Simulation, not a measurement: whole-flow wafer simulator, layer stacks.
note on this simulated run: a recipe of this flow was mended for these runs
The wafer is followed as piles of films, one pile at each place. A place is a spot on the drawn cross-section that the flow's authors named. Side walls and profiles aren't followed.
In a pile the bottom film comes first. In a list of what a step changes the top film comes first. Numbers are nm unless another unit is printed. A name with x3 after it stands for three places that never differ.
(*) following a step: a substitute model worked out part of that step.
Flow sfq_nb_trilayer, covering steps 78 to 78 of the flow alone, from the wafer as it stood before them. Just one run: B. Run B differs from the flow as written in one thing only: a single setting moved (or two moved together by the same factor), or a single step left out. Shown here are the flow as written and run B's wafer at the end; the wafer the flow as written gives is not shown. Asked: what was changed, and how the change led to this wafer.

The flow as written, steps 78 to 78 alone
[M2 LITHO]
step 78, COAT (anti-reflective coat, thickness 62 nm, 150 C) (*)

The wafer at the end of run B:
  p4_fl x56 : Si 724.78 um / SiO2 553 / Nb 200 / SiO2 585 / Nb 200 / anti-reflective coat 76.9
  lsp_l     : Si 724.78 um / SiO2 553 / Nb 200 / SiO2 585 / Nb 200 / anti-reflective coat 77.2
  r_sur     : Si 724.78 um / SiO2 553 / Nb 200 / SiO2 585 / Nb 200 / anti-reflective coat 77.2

The reason: step 78, COAT: thickness 76.9 nm was run, while the flow as written has thickness 62 nm.
The wafer lets one read it off: p4_fl x56 has anti-reflective coat 76.9, and step 78 as written asks for 62 nm.

The path from the change to this, step by step:
  step 78, COAT (anti-reflective coat, thickness 62 nm, 150 C) (*)
      p4_fl x56, wl_j_sl x16, l0r_line_l x3, m0r_space_l x2: anti-reflective coat gains 76.9 (new film) (it would be, as written: anti-reflective coat gains 62 (new film))
      lsp_l, ln_m5, lsp_m, ln_m6, lsp_r, l0_sur, l0v: anti-reflective coat gains 77.2 (new film) (it would be, as written: anti-reflective coat gains 62.3 (new film))
      (as well as at 22 more places)
